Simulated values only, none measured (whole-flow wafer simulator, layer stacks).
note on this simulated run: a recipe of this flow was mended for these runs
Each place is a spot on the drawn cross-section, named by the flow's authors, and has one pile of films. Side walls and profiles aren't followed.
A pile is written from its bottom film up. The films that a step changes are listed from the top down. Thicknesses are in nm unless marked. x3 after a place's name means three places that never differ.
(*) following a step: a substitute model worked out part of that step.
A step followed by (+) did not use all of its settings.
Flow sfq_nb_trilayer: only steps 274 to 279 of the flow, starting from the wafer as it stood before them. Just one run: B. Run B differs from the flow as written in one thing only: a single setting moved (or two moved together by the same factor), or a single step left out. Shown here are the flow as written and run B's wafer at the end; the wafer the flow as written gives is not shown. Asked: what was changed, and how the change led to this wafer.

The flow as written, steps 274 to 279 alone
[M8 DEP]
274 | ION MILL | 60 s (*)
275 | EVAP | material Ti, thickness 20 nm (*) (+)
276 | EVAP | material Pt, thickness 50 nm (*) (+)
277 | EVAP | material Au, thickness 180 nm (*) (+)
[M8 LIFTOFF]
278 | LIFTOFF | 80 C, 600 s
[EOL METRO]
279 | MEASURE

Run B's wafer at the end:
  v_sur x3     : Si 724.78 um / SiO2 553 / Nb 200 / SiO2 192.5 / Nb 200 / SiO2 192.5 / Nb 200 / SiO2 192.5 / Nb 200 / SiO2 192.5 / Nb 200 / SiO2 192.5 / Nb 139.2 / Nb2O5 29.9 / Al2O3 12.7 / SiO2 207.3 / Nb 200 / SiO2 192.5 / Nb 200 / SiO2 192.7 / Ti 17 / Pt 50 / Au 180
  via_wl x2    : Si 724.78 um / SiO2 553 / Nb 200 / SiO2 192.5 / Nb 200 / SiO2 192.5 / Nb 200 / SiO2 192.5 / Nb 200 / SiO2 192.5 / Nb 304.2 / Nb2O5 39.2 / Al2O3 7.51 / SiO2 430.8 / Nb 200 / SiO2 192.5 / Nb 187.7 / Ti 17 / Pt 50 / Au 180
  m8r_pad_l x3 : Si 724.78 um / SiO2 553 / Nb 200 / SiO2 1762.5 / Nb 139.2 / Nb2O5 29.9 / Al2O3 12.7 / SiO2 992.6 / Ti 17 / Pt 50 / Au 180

What caused this: step 275, EVAP: thickness 17 nm was run, while the flow as written has thickness 20 nm.
One can read it off the wafer: v_sur x3 has Ti 17, and step 275 as written asks for 20 nm.

Step by step, how the change led to this:
  275 | EVAP | material Ti, thickness 20 nm (*) (+)
      field_l, v_sur x3, via_wl x2 and 100 more: +17 Ti (new film) (it would be, as written: +20 Ti (new film))
  278 | LIFTOFF | 80 C, 600 s
      p4_fl x5, p4_w1 x9, p3_s0 x11 and 49 more: -180 Au (all of it), -50 Pt (all of it), -17 Ti (all of it), -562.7 KrF-resist-other-grade (all of it), -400 lift-off-underlayer (all of it) (it would be, as written: -180 Au (all of it), -50 Pt (all of it), -20 Ti (all of it), -562.7 KrF-resist-other-grade (all of it), -400 lift-off-underlayer (all of it))
      r_sur, res, r_end: -180 Au (all of it), -50 Pt (all of it), -17 Ti (all of it), -559.9 KrF-resist-other-grade (all of it), -399.5 lift-off-underlayer (all of it) (it would be, as written: -180 Au (all of it), -50 Pt (all of it), -20 Ti (all of it), -559.9 KrF-resist-other-grade (all of it), -399.5 lift-off-underlayer (all of it))
      (also at 18 further places)
